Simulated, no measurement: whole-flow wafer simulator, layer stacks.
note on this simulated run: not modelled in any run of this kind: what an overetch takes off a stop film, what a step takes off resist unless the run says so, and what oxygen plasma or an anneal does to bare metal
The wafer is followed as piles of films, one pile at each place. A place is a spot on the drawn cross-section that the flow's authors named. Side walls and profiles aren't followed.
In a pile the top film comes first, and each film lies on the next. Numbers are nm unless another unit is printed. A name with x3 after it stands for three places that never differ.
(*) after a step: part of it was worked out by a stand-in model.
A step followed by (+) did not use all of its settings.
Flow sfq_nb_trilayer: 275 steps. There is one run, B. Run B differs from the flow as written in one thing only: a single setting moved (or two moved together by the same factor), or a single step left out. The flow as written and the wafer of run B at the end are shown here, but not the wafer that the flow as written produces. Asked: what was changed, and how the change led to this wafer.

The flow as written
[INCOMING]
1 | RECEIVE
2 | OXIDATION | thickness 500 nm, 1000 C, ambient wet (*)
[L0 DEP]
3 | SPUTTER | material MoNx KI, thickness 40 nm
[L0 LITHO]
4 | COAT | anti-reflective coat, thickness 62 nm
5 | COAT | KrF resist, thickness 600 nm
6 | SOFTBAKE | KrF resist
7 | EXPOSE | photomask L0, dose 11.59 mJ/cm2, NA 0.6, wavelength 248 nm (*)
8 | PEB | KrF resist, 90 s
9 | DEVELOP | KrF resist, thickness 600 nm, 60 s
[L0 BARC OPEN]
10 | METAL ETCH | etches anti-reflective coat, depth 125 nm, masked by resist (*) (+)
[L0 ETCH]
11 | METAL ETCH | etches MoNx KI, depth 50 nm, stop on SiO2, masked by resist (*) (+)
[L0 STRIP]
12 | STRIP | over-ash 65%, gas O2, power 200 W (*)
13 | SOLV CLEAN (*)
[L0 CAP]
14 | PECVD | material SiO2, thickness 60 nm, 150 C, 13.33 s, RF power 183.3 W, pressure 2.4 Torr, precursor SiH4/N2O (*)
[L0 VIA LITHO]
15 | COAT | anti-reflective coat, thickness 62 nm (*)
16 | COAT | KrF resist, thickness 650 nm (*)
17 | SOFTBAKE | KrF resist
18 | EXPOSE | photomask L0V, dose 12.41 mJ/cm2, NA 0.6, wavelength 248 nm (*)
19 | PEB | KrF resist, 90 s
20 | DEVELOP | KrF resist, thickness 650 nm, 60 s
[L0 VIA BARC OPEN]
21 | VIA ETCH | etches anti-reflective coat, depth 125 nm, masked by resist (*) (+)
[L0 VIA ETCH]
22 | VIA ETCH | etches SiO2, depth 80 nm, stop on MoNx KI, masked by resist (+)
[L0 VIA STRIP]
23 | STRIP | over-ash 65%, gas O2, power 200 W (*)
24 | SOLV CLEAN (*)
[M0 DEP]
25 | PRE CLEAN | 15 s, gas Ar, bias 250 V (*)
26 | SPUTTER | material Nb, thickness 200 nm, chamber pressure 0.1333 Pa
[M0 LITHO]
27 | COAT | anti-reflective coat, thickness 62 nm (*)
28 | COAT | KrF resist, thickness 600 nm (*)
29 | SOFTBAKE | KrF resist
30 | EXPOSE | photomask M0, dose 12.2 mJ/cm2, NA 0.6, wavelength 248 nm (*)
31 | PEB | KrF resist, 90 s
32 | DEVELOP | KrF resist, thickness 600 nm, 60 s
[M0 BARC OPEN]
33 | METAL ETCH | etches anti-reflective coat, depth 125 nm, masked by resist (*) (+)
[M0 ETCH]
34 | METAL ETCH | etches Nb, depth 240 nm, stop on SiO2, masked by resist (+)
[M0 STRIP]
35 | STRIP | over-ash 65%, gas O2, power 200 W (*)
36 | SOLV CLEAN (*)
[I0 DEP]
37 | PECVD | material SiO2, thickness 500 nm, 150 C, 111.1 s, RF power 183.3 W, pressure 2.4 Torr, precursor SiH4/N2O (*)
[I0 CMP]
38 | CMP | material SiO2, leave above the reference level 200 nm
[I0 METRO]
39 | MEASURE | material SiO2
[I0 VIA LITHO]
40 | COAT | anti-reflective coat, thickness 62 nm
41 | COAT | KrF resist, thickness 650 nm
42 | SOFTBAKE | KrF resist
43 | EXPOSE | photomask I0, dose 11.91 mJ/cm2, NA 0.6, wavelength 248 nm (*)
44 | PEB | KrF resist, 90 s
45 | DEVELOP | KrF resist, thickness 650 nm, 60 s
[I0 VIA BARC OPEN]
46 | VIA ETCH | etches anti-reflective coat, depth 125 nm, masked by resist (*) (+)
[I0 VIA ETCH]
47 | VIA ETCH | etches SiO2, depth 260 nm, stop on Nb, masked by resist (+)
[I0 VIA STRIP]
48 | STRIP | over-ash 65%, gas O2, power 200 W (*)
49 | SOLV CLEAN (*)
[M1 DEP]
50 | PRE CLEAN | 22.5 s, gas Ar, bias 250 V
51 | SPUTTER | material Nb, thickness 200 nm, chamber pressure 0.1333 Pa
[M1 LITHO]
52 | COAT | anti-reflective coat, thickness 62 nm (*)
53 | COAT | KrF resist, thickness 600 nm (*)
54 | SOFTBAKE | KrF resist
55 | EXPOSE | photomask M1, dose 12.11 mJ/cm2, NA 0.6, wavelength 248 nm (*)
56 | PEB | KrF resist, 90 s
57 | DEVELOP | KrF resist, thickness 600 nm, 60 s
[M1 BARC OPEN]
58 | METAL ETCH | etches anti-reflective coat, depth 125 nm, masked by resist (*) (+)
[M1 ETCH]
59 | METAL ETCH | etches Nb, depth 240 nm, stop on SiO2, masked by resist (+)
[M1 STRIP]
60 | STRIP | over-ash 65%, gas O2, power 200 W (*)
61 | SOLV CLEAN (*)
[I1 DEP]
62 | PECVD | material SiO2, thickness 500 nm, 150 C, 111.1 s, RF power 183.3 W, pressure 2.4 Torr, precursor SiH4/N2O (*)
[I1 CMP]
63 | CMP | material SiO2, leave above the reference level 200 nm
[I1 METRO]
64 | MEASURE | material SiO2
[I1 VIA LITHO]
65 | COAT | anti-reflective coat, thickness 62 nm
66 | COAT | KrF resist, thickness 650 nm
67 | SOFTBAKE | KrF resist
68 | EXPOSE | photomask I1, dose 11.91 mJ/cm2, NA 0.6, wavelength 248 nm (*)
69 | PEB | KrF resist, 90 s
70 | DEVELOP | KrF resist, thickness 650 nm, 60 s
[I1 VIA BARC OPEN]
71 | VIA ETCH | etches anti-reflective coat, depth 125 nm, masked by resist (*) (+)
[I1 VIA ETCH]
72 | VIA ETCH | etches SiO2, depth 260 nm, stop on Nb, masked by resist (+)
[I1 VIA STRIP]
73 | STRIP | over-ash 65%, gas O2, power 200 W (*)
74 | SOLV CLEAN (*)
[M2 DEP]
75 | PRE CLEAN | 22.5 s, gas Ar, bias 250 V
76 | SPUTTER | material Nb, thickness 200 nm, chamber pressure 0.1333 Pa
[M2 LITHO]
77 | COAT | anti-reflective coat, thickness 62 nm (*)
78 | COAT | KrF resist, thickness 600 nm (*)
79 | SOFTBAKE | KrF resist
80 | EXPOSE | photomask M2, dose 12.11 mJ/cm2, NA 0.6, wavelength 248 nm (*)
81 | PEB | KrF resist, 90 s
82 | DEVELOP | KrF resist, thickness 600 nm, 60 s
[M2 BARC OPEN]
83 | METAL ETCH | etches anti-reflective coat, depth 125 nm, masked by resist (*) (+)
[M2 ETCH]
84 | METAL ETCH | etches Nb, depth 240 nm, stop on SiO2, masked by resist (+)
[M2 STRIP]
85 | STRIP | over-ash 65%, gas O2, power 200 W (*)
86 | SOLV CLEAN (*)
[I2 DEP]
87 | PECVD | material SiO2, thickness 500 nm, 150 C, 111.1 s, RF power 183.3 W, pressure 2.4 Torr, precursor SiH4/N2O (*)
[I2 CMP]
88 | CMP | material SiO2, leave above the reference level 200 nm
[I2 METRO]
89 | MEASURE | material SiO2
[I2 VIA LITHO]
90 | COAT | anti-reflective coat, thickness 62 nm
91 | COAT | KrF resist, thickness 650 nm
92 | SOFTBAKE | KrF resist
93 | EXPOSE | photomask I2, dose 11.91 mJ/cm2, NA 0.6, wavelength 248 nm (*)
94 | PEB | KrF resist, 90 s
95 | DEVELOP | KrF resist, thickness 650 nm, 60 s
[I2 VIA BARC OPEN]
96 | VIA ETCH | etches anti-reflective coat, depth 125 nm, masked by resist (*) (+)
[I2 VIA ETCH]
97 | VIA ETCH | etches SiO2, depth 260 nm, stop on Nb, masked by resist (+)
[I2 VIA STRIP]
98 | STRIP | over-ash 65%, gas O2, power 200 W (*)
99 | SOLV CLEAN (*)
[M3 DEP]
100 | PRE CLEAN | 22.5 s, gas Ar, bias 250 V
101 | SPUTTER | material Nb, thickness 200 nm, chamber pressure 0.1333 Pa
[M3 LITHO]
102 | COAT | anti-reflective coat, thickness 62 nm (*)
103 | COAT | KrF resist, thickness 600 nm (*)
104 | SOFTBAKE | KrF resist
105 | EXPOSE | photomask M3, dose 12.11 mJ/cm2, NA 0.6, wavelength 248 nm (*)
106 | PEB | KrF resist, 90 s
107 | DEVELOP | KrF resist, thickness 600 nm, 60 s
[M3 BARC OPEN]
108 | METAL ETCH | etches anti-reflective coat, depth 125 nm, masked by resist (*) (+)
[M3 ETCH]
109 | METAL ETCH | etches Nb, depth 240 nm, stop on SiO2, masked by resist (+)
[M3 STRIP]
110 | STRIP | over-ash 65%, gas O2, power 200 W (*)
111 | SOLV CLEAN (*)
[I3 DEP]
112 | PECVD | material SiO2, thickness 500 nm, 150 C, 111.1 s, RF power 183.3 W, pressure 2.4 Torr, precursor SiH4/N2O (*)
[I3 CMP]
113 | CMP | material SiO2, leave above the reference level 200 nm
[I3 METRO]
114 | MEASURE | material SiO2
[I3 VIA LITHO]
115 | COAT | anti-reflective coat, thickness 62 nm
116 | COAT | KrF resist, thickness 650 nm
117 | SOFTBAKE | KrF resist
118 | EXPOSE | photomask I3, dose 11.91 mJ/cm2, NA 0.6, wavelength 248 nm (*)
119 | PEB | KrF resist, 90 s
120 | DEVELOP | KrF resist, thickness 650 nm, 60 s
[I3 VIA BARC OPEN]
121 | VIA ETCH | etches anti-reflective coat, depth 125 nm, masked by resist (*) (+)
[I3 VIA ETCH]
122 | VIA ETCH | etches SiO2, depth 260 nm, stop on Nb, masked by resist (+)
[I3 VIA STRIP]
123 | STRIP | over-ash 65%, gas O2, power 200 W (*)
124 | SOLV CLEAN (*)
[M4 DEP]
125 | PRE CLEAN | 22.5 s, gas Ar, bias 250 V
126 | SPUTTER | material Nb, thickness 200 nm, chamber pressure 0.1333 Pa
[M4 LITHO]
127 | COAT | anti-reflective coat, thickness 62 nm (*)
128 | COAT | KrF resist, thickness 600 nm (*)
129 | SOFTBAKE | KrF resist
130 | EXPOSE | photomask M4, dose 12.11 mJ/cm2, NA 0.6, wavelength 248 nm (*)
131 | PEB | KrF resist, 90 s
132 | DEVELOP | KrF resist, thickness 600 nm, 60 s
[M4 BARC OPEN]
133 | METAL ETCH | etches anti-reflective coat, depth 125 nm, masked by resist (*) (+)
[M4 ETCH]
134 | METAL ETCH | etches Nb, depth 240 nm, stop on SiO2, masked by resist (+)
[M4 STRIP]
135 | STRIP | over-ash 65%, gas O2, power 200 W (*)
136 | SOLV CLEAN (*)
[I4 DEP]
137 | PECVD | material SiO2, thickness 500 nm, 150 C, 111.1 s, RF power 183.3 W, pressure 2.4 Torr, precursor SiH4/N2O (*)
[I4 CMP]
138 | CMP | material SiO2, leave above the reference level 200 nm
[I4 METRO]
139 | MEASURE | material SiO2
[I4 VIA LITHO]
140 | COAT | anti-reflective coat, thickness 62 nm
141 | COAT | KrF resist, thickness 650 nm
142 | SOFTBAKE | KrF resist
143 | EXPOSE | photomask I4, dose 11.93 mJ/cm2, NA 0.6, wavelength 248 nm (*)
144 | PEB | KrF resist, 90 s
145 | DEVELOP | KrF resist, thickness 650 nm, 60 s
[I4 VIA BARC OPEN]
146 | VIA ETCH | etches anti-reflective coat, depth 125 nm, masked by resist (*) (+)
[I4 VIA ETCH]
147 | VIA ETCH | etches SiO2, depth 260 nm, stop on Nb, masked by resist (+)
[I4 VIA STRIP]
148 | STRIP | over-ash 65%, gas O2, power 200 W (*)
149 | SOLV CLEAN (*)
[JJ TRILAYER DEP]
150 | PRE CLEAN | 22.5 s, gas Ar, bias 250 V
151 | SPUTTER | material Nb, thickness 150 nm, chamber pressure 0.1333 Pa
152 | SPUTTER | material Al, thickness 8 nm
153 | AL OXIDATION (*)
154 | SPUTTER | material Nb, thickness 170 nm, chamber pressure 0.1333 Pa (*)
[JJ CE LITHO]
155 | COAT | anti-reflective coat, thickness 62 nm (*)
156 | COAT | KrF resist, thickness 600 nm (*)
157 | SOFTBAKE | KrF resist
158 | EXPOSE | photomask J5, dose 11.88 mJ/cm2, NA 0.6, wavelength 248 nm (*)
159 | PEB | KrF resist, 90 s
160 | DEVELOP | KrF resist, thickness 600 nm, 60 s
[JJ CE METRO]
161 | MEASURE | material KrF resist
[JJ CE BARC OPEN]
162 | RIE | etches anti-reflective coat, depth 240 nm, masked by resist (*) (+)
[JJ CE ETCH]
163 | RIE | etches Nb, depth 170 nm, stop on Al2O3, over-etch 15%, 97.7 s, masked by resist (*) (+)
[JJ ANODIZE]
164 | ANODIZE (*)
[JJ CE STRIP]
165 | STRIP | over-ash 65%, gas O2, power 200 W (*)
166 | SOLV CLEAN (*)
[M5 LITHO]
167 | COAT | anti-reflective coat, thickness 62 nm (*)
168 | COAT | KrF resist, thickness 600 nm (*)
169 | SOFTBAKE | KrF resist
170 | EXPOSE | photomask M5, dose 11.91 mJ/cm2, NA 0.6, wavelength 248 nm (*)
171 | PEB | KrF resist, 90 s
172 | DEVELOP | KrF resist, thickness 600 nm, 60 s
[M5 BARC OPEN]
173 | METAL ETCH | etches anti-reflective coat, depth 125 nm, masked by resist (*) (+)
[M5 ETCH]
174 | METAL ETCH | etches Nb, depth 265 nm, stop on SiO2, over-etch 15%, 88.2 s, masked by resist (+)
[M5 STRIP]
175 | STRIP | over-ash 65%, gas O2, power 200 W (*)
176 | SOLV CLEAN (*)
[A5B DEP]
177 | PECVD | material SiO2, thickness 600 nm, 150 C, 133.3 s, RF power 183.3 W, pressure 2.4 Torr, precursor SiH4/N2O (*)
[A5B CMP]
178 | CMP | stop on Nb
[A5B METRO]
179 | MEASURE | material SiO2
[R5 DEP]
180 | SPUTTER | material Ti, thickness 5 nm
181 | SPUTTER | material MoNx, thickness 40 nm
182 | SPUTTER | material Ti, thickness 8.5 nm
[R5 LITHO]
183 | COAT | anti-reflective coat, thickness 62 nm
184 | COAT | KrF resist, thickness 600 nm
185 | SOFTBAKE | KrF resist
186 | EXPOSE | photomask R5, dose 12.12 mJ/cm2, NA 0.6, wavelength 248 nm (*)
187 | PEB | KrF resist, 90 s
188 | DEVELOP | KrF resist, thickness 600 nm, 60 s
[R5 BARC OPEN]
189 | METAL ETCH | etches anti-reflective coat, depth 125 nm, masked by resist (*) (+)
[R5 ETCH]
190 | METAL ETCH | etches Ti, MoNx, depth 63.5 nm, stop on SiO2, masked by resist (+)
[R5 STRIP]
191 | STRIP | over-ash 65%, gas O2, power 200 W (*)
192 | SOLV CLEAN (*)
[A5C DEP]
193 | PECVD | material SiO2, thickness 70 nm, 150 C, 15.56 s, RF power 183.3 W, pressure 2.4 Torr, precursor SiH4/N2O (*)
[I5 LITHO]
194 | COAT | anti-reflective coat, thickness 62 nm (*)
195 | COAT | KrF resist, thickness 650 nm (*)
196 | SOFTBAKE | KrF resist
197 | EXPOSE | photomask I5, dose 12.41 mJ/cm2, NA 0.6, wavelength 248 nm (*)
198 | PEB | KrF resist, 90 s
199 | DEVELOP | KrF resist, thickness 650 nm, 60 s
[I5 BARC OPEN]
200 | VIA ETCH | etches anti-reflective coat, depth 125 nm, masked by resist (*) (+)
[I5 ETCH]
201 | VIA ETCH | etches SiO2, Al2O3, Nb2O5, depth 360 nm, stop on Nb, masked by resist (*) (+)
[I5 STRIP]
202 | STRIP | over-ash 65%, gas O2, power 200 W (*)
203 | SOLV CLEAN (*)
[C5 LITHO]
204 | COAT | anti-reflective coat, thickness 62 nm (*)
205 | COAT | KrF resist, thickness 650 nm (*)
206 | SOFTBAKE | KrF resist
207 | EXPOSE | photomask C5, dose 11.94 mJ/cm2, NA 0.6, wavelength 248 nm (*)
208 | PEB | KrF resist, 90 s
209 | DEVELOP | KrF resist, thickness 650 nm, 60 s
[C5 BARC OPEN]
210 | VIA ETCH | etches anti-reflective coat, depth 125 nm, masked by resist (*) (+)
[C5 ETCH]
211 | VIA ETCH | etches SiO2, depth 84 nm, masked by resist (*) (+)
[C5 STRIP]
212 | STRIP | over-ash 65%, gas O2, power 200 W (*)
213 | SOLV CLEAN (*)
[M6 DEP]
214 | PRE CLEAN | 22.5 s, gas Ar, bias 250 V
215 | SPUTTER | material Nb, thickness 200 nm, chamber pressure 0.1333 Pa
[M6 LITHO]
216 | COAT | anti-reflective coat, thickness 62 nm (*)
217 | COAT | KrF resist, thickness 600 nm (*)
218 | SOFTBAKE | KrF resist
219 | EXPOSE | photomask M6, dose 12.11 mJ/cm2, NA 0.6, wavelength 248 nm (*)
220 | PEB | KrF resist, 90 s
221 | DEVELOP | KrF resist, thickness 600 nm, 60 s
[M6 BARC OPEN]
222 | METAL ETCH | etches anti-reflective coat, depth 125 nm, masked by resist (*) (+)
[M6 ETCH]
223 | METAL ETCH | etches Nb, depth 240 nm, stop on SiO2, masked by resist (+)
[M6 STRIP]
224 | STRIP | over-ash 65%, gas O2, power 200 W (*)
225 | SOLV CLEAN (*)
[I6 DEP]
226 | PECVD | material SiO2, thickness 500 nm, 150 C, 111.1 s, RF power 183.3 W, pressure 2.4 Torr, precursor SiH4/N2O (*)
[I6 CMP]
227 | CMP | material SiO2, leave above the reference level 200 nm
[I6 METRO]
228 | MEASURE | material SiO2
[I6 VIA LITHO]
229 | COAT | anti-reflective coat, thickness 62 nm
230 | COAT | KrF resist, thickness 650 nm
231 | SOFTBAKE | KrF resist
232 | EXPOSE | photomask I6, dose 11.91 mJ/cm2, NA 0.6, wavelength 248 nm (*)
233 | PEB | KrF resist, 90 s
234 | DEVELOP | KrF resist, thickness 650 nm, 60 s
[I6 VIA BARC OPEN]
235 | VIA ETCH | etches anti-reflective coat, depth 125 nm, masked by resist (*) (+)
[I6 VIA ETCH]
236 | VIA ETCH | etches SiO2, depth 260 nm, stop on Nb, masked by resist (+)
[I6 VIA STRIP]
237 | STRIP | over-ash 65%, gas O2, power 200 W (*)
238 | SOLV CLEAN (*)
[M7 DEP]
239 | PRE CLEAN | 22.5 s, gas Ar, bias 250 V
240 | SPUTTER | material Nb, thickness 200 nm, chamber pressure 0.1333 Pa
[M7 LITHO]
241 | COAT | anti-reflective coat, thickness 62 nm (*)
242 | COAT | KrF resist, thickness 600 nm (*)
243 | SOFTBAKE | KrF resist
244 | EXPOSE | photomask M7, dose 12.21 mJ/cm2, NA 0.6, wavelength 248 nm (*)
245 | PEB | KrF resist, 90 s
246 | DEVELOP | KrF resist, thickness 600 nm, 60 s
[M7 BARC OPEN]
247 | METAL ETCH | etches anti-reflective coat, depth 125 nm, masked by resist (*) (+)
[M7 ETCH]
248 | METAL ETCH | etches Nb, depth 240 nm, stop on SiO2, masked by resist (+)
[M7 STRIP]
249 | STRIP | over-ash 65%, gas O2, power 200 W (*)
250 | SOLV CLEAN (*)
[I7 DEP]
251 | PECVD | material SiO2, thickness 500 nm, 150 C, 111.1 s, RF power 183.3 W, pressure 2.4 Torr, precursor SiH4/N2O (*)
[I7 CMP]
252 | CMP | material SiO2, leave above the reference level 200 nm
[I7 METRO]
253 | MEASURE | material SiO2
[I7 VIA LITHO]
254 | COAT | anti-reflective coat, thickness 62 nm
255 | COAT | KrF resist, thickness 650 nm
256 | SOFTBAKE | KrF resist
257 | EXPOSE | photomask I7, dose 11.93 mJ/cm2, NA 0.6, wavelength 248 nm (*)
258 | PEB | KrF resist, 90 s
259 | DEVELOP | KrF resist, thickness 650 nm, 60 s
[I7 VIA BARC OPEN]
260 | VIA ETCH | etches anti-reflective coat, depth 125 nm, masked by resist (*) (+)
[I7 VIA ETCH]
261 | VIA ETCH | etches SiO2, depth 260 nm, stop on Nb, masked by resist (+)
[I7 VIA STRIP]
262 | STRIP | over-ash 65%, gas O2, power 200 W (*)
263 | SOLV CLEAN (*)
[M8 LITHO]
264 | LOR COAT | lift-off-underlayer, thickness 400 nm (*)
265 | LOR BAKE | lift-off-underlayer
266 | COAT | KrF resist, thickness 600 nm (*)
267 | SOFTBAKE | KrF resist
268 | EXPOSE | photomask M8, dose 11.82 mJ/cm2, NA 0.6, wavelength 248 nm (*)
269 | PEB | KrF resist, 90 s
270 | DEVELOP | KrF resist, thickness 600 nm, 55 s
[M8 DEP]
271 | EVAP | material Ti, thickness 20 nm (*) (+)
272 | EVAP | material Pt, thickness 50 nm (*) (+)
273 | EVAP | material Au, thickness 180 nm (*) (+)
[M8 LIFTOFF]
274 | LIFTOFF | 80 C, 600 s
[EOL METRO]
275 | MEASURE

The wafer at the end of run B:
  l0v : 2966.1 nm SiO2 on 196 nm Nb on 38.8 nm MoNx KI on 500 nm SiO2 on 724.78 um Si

The reason: step 22, VIA ETCH: depth 56.8 nm was run, while the flow as written has depth 80 nm.

Step by step, how the change led to this:
  22 | VIA ETCH | etches SiO2, depth 80 nm, stop on MoNx KI, masked by resist (+)
      l0v: -56.8 SiO2 (as written it would have been: -59.8 SiO2 (all of it))
      field_l, v_sur, via_wl and 102 more: -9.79 KrF resist (as written it would have been: -13.8 KrF resist)
  25 | PRE CLEAN | 15 s, gas Ar, bias 250 V (*)
      l0v: -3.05 SiO2 (all of it), -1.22 MoNx KI (as written it would have been: -2.91 MoNx KI)
